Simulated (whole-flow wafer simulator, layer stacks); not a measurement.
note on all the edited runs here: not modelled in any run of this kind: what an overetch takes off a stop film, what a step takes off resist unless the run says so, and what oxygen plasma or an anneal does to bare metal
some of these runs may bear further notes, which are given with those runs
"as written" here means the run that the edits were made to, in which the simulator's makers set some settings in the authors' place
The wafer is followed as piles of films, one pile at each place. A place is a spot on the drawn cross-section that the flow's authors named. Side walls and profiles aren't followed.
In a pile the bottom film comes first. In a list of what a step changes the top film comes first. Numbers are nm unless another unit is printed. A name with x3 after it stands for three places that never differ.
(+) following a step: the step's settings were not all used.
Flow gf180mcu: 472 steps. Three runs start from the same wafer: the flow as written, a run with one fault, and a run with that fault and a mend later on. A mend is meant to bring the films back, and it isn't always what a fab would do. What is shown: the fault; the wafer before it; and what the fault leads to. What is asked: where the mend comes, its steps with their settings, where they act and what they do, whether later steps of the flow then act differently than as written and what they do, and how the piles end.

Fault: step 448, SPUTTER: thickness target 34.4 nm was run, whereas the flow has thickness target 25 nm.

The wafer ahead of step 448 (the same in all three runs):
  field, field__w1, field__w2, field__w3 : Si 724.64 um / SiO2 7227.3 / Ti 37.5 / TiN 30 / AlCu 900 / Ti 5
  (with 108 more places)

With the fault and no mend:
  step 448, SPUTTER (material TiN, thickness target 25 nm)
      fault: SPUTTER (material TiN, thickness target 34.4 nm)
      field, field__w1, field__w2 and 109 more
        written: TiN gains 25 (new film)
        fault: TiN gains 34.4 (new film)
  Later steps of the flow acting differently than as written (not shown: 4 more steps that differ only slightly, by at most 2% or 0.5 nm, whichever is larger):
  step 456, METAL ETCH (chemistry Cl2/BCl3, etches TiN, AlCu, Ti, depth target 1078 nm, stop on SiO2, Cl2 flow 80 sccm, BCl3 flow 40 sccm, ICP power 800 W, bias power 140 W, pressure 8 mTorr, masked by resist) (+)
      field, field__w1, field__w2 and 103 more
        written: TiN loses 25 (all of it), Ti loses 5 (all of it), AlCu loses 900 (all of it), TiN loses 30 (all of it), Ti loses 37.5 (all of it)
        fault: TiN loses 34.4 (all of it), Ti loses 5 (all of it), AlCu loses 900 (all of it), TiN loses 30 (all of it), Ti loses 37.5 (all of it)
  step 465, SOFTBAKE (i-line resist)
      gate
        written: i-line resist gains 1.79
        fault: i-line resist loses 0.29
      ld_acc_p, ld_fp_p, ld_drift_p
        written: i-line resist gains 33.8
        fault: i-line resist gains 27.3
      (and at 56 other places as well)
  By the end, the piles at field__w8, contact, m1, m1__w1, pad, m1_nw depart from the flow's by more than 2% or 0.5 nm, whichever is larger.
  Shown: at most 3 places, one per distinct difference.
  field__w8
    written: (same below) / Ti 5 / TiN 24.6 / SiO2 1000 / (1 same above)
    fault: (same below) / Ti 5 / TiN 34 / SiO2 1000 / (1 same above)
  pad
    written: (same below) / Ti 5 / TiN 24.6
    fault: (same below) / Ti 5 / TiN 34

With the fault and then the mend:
  The mend stands after step 448.
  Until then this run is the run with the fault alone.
  step 448a, METAL ETCH (chemistry Cl2/BCl3, etches TiN, AlCu, Ti, depth target 9.4 nm, Cl2 flow 80 sccm, BCl3 flow 40 sccm, ICP power 800 W, bias power 140 W, pressure 8 mTorr) (the flow's step 260 again, with other settings)
      field, field__w1, field__w2 and 109 more
        TiN loses 9.4
  Every later step of the flow that is run acts as written at every place that is followed.
  At every place that both follow, the piles at the end match the flow's.
